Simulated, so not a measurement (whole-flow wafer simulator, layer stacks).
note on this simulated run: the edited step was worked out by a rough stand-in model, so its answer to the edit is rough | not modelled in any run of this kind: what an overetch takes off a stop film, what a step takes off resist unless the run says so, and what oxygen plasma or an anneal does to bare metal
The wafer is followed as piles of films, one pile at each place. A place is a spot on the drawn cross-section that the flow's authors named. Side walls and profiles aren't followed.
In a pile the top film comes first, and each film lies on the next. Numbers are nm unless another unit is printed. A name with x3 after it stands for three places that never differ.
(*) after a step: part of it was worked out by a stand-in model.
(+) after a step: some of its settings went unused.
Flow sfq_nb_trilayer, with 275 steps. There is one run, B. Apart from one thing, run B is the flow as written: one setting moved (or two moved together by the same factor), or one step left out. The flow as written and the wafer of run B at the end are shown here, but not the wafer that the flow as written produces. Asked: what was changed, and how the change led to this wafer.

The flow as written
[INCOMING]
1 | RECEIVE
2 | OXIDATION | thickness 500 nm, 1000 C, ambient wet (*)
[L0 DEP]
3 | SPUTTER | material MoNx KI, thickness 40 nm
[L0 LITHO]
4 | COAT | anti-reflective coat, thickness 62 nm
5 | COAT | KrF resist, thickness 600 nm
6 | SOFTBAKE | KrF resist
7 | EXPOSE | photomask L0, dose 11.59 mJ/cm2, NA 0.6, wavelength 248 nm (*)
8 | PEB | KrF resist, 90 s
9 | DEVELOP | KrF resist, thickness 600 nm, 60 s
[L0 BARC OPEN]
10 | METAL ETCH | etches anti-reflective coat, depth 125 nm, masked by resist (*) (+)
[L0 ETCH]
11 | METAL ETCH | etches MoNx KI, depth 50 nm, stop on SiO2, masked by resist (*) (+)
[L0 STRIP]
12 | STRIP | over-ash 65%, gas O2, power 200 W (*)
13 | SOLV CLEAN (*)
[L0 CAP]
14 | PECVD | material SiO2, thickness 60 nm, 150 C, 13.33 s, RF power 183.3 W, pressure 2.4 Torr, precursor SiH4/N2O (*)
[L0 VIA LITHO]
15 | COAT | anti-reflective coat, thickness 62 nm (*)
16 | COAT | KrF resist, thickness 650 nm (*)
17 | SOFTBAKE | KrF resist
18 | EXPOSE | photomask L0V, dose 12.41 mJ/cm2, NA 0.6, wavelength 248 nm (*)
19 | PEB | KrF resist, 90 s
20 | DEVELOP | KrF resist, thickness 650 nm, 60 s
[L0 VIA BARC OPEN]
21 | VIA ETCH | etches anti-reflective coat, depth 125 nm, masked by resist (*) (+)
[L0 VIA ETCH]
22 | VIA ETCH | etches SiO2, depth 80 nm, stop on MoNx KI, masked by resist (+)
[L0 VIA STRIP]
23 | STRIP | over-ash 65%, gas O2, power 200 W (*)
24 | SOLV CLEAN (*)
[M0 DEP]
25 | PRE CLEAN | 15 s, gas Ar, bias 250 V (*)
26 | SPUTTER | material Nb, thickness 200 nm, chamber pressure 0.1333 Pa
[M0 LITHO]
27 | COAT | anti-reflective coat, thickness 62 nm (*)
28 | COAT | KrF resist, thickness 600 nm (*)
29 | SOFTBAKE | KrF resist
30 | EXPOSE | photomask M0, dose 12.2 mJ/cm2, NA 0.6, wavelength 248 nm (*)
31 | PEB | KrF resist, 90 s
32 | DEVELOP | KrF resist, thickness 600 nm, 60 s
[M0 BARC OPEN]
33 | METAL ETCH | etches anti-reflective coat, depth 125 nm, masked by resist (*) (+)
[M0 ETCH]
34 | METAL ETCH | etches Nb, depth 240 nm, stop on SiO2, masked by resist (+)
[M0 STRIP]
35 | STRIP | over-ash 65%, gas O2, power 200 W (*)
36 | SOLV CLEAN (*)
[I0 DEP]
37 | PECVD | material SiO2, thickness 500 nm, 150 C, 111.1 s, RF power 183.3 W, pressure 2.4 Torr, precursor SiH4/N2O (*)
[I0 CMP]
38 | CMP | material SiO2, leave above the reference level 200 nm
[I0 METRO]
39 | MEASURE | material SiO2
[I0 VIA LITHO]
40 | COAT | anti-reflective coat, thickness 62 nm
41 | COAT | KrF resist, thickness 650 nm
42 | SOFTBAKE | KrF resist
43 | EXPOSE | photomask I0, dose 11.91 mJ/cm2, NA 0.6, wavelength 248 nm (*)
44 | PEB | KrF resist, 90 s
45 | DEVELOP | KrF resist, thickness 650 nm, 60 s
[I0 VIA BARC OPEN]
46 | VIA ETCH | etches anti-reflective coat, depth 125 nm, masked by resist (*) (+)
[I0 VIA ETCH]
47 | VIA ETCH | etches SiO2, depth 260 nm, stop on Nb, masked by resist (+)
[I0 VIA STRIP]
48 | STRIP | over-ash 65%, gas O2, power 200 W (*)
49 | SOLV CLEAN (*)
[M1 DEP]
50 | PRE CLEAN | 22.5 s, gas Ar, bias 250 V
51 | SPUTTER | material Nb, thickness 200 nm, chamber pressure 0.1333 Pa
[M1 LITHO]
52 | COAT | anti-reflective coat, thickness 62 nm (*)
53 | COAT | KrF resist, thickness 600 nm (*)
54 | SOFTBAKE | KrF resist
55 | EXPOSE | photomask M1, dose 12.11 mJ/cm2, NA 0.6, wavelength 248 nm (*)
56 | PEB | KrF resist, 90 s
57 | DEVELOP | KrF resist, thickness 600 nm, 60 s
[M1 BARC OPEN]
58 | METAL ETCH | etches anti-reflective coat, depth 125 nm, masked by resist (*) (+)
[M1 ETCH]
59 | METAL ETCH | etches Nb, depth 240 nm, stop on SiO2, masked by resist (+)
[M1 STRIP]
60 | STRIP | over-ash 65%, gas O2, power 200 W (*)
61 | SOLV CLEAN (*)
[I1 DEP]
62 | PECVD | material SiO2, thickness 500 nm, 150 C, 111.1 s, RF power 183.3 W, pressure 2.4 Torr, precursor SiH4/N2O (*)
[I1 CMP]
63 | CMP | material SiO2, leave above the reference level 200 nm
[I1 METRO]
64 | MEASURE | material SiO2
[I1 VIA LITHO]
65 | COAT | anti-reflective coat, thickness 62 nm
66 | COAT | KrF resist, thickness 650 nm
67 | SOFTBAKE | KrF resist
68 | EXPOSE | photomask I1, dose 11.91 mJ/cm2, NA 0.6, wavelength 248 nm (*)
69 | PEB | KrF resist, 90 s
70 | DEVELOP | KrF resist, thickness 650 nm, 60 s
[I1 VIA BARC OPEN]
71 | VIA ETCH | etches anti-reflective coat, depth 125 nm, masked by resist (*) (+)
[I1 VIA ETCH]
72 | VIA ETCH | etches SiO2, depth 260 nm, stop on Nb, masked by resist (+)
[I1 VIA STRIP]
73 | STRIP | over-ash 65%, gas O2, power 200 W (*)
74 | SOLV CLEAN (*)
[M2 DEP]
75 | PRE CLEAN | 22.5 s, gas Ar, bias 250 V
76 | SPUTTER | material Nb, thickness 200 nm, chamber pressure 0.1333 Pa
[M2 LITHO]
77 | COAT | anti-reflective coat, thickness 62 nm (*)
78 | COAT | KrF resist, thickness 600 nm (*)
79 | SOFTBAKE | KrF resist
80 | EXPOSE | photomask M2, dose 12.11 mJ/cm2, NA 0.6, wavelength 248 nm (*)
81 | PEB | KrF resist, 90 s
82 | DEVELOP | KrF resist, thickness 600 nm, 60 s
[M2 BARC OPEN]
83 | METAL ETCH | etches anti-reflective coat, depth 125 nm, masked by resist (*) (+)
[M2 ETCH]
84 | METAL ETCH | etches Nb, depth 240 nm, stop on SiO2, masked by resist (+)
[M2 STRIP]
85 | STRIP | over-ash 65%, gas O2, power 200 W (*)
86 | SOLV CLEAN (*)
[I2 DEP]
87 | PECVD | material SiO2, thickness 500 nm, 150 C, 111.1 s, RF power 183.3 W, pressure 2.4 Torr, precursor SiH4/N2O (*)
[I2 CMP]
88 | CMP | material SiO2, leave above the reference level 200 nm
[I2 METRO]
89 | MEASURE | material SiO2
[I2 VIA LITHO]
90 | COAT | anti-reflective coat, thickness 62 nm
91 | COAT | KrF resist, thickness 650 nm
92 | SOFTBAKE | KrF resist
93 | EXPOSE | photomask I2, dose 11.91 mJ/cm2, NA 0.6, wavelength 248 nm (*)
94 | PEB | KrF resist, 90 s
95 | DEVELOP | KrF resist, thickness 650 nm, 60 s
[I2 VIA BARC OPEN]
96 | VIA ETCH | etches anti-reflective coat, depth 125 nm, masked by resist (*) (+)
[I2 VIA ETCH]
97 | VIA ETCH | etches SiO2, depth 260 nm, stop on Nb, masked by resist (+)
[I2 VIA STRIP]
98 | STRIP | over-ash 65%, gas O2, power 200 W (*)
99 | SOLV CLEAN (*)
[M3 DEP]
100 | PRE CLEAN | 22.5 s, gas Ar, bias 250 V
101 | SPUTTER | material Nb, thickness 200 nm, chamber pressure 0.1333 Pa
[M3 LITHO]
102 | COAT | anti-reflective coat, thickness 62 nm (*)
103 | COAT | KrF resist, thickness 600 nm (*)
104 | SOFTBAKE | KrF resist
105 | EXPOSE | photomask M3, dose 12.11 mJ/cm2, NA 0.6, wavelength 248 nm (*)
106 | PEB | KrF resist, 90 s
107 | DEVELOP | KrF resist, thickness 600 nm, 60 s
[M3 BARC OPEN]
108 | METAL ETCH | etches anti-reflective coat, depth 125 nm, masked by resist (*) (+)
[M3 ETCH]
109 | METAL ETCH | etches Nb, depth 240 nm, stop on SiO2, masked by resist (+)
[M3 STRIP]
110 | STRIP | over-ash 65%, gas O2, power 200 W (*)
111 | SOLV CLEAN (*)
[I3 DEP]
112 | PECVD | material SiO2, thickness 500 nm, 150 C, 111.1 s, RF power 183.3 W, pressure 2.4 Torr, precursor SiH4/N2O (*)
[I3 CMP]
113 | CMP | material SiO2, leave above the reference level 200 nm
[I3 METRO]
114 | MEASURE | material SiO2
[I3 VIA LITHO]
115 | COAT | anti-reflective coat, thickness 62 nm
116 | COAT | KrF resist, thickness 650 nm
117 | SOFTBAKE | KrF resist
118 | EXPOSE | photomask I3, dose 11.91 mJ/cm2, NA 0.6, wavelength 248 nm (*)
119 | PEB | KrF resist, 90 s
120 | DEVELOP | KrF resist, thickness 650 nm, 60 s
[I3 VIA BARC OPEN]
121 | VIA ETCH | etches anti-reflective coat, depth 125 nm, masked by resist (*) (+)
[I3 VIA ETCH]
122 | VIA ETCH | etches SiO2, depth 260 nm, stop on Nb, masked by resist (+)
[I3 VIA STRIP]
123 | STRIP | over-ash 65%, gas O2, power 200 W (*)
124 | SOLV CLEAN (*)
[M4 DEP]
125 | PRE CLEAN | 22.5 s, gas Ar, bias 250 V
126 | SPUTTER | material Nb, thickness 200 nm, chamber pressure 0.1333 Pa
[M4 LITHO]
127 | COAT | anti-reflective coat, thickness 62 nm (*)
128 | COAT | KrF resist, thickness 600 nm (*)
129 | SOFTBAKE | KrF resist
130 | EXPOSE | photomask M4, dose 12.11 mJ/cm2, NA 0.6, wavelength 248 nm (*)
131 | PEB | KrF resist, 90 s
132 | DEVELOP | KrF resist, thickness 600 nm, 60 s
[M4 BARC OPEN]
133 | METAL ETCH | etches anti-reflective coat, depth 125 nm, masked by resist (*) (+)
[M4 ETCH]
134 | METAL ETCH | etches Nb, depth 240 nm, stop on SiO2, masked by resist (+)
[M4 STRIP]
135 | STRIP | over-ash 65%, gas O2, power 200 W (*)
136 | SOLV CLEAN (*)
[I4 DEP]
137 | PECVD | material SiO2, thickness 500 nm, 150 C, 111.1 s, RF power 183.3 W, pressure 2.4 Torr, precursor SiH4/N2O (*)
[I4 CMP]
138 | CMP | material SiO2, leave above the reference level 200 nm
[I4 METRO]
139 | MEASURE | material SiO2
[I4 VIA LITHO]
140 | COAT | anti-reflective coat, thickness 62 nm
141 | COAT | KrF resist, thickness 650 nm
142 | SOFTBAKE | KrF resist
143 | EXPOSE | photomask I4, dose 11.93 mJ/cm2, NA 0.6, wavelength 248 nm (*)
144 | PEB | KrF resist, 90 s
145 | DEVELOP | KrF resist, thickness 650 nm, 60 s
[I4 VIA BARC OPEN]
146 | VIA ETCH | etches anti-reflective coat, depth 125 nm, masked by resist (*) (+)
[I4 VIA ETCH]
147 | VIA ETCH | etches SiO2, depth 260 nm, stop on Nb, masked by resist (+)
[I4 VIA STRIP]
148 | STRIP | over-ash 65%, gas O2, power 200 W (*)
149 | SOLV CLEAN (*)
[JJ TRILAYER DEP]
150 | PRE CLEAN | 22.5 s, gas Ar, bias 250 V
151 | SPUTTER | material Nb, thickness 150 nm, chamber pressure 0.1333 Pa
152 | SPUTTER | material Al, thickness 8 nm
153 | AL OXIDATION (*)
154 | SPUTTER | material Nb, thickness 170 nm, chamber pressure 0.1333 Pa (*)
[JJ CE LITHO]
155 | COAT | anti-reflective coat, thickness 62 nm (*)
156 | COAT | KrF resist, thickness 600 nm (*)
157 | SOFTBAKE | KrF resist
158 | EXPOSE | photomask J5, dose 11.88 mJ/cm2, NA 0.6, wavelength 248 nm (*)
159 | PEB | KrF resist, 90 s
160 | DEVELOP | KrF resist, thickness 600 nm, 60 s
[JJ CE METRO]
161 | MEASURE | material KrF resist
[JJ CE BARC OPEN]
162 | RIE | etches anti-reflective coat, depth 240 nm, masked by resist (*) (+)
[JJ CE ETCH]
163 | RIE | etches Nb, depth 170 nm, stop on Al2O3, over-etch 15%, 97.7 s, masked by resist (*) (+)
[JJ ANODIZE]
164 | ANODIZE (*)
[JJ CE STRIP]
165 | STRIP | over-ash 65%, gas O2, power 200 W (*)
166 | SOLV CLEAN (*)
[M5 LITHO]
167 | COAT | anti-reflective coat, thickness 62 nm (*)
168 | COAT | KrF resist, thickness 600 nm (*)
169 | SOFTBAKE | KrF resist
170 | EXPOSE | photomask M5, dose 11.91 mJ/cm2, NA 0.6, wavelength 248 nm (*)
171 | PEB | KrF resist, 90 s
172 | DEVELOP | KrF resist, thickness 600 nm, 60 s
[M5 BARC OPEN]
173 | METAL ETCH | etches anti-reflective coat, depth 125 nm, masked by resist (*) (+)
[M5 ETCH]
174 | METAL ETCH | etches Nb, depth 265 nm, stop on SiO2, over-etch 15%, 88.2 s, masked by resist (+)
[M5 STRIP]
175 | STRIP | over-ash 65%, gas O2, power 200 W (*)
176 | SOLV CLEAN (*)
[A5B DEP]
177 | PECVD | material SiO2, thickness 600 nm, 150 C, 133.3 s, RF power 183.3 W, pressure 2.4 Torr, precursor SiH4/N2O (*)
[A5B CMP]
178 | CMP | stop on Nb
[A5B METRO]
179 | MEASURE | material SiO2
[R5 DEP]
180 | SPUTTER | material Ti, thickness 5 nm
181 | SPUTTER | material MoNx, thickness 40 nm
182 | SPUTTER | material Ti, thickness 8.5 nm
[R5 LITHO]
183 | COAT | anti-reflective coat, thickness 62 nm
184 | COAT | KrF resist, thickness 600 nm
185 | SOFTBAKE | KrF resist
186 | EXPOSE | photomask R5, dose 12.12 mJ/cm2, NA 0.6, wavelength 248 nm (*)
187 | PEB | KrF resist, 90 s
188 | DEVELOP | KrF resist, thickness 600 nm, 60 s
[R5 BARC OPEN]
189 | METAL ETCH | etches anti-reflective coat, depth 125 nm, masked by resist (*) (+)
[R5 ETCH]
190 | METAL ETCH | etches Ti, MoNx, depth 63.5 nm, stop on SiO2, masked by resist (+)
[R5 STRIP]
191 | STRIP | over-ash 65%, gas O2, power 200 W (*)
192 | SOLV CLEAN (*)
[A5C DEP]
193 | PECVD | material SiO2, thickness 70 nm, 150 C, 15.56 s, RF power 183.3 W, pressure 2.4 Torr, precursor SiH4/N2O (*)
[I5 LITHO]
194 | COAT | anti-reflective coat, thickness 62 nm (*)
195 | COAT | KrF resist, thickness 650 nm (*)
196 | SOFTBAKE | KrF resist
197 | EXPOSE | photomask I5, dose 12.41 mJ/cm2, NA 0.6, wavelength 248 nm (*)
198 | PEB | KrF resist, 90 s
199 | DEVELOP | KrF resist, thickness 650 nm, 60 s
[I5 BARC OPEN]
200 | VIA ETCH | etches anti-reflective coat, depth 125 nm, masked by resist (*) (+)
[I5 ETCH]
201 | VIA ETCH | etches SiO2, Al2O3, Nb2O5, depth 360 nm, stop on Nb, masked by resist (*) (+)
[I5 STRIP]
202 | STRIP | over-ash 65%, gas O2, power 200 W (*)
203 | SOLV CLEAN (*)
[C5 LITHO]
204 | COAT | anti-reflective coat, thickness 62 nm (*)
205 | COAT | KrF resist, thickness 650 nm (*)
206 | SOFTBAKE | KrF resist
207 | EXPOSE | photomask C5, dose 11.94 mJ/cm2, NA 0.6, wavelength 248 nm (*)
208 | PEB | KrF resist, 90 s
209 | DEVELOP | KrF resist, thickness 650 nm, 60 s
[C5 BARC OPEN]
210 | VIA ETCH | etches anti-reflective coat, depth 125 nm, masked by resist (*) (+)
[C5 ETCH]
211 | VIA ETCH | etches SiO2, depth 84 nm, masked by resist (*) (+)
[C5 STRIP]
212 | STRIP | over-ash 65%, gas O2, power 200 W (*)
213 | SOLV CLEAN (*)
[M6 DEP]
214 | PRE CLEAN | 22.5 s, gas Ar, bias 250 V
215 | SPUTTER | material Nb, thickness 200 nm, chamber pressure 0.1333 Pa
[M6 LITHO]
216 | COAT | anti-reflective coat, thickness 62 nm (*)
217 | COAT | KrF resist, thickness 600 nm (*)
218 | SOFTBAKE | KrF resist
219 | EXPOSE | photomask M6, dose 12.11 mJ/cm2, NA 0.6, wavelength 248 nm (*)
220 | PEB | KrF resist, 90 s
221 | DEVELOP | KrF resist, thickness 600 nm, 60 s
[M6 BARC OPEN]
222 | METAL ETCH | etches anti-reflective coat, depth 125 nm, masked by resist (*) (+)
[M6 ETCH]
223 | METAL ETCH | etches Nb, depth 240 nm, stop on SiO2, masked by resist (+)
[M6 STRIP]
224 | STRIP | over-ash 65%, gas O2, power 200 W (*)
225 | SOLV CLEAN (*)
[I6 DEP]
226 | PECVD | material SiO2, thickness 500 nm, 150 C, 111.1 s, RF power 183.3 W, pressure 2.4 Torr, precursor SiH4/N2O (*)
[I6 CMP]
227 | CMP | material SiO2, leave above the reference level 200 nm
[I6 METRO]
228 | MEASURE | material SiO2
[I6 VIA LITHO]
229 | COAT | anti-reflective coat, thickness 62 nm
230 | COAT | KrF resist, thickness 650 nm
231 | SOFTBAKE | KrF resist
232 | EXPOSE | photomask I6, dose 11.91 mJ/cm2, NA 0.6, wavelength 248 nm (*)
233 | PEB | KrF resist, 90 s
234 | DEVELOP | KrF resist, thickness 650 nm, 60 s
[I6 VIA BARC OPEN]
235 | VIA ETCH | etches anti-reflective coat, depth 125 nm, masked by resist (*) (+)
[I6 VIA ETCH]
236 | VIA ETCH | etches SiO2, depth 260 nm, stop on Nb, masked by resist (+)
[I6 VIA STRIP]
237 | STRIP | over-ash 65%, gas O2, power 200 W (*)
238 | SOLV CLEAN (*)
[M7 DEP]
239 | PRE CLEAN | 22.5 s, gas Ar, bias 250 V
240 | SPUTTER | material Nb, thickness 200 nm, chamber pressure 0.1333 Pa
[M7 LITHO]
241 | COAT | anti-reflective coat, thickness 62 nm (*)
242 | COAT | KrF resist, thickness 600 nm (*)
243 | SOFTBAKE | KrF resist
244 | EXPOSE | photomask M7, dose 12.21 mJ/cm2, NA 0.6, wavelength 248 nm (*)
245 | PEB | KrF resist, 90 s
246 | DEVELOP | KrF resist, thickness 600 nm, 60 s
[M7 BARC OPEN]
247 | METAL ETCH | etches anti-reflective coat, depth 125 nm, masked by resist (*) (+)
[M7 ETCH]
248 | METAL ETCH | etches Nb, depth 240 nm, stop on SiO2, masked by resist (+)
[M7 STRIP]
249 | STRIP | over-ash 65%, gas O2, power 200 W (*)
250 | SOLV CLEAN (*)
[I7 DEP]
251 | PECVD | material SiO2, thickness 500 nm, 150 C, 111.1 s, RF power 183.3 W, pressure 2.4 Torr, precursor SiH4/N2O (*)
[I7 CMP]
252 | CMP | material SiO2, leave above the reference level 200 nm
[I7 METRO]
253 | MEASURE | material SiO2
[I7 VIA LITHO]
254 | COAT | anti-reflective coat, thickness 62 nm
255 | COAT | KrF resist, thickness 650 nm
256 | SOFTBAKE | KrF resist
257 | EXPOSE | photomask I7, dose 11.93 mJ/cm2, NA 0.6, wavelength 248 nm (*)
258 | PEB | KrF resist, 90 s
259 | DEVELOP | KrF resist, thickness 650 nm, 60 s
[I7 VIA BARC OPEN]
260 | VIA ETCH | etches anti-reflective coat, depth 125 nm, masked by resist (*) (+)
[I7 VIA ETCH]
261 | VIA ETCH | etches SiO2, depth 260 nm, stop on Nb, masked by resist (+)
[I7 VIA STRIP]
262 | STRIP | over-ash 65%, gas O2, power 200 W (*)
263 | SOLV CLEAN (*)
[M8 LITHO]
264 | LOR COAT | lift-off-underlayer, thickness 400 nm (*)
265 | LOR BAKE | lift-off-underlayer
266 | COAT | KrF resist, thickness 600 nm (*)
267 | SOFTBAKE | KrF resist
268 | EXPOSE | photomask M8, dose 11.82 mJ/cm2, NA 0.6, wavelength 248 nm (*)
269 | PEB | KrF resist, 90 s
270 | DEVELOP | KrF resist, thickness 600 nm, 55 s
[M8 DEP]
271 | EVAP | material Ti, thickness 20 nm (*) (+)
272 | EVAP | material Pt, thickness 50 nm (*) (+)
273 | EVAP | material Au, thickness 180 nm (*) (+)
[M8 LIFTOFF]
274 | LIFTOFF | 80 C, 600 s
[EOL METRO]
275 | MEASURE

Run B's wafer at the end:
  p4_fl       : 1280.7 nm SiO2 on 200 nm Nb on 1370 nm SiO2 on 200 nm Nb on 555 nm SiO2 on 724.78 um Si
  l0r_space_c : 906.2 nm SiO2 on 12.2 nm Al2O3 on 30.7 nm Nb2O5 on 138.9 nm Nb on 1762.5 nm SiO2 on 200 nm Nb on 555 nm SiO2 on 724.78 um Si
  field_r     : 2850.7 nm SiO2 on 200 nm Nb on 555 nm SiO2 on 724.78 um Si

What caused this: step 154, SPUTTER: thickness 74.8 nm was run, while the flow as written has thickness 170 nm.

How this came from the change, step by step:
  154 | SPUTTER | material Nb, thickness 170 nm, chamber pressure 0.1333 Pa (*)
      field_l, v_sur, via_sp and 100 more: Nb gains 74.8 (new film) (it would be, as written: Nb gains 170 (new film))
      via_wl, via_wr: Nb gains 45.7 (new film) (it would be, as written: Nb gains 140.7 (new film))
      (as well as at 1 more place)
  155 | COAT | anti-reflective coat, thickness 62 nm (*)
      via_wl, via_wr: anti-reflective coat gains 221 (new film) (it would be, as written: anti-reflective coat gains 209.4 (new film))
  156 | COAT | KrF resist, thickness 600 nm (*)
      via_w: KrF resist gains 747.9 (new film) (it would be, as written: KrF resist gains 763.8 (new film))
  160 | DEVELOP | KrF resist, thickness 600 nm, 60 s
      via_w: KrF resist loses 746.3 (all of it) (it would be, as written: KrF resist loses 762.1 (all of it))
  162 | RIE | etches anti-reflective coat, depth 240 nm, masked by resist (*) (+)
      ce_l, c5j, ce_r, wl_jj: KrF resist loses 221 (it would be, as written: KrF resist loses 209.4)
      via_wl, via_wr: anti-reflective coat loses 221 (all of it) (it would be, as written: anti-reflective coat loses 209.4 (all of it))
  163 | RIE | etches Nb, depth 170 nm, stop on Al2O3, over-etch 15%, 97.7 s, masked by resist (*) (+)
      field_l, v_sur, via_sp and 96 more: Nb loses 74.8 (all of it), Al2O3 loses 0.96 (all of it) (it would be, as written: Nb loses 170 (all of it), Al2O3 loses 0.51)
      via_wl, via_wr: Nb loses 45.7 (all of it), Al2O3 loses 0.96 (all of it) (it would be, as written: Nb loses 140.7 (all of it), Al2O3 loses 0.96 (all of it))
      (as well as at 1 more place)
  164 | ANODIZE (*)
      field_l, v_sur, via_sp and 96 more: Al2O3 gains 12.2 (new film), Nb2O5 gains 30.7 (new film), Al loses 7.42 (all of it), Nb loses 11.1 (it would be, as written: Al2O3 gains 12.2, Nb2O5 gains 29.9 (new film), Al loses 7.42 (all of it), Nb loses 10.8)
  165 | STRIP | over-ash 65%, gas O2, power 200 W (*)
      ce_l: KrF resist loses 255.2 (all of it), anti-reflective coat loses 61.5 (all of it) (it would be, as written: KrF resist loses 266.8 (all of it), anti-reflective coat loses 61.4 (all of it))
      c5j: KrF resist loses 255.3 (all of it), anti-reflective coat loses 61.5 (all of it) (it would be, as written: KrF resist loses 266.9 (all of it), anti-reflective coat loses 61.5 (all of it))
      (as well as at 2 more places)
  167 | COAT | anti-reflective coat, thickness 62 nm (*)
      wl_j_sl, wl_j_sr: anti-reflective coat gains 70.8 (new film) (it would be, as written: anti-reflective coat gains 83.3 (new film))
      gap: anti-reflective coat gains 61.4 (new film) (it would be, as written: anti-reflective coat gains 58.9 (new film))
      (as well as at 8 more places)
  168 | COAT | KrF resist, thickness 600 nm (*)
      ce_l: KrF resist gains 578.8 (new film) (it would be, as written: KrF resist gains 528.3 (new film))
      c5j: KrF resist gains 568.5 (new film) (it would be, as written: KrF resist gains 507.6 (new film))
      (as well as at 2 more places)
  173 | METAL ETCH | etches anti-reflective coat, depth 125 nm, masked by resist (*) (+)
      wl_a_sl: anti-reflective coat loses 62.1 (all of it) (it would be, as written: anti-reflective coat loses 59.7 (all of it), Al2O3 loses 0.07)
  174 | METAL ETCH | etches Nb, depth 265 nm, stop on SiO2, over-etch 15%, 88.2 s, masked by resist (+)
      field_l, r_sur, res and 50 more: Al2O3 loses 12.2 (all of it), Nb2O5 loses 30.7 (all of it), Nb loses 138.9 (all of it), SiO2 loses 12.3 (it would be, as written: Al2O3 loses 12.6 (all of it), Nb2O5 loses 29.9 (all of it), Nb loses 139.2 (all of it), SiO2 loses 12.3)
  175 | STRIP | over-ash 65%, gas O2, power 200 W (*)
      wl_j_sl, wl_j_sr: KrF resist loses 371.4 (all of it), anti-reflective coat loses 70.8 (all of it) (it would be, as written: KrF resist loses 378 (all of it), anti-reflective coat loses 83.3 (all of it))
      gap: KrF resist loses 373 (all of it), anti-reflective coat loses 61.4 (all of it) (it would be, as written: KrF resist loses 383.4 (all of it), anti-reflective coat loses 58.9 (all of it))
      (as well as at 7 more places)
  178 | CMP | stop on Nb
      v_sur, via_sp, via_v and 43 more: SiO2 loses 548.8 (it would be, as written: SiO2 loses 453.5)
      field_l, p4_fl, p4_fm and 39 more: SiO2 loses 354.5 (it would be, as written: SiO2 loses 259.3)
      (as well as at 14 more places)
  201 | VIA ETCH | etches SiO2, Al2O3, Nb2O5, depth 360 nm, stop on Nb, masked by resist (*) (+)
      be: SiO2 loses 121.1 (all of it), Al2O3 loses 12.2 (all of it), Nb2O5 loses 30.7 (all of it) (it would be, as written: SiO2 loses 216.4 (all of it), Al2O3 loses 12.7 (all of it), Nb2O5 loses 29.9 (all of it))
  204 | COAT | anti-reflective coat, thickness 62 nm (*)
      wire: anti-reflective coat gains 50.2 (new film) (it would be, as written: anti-reflective coat gains 47.4 (new film))
      be: anti-reflective coat gains 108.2 (new film) (it would be, as written: anti-reflective coat gains 122.2 (new film))
      (as well as at 1 more place)
  ... 7 further steps ...
  227 | CMP | material SiO2, leave above the reference level 200 nm
      be: SiO2 loses 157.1 (it would be, as written: SiO2 loses 182.7)
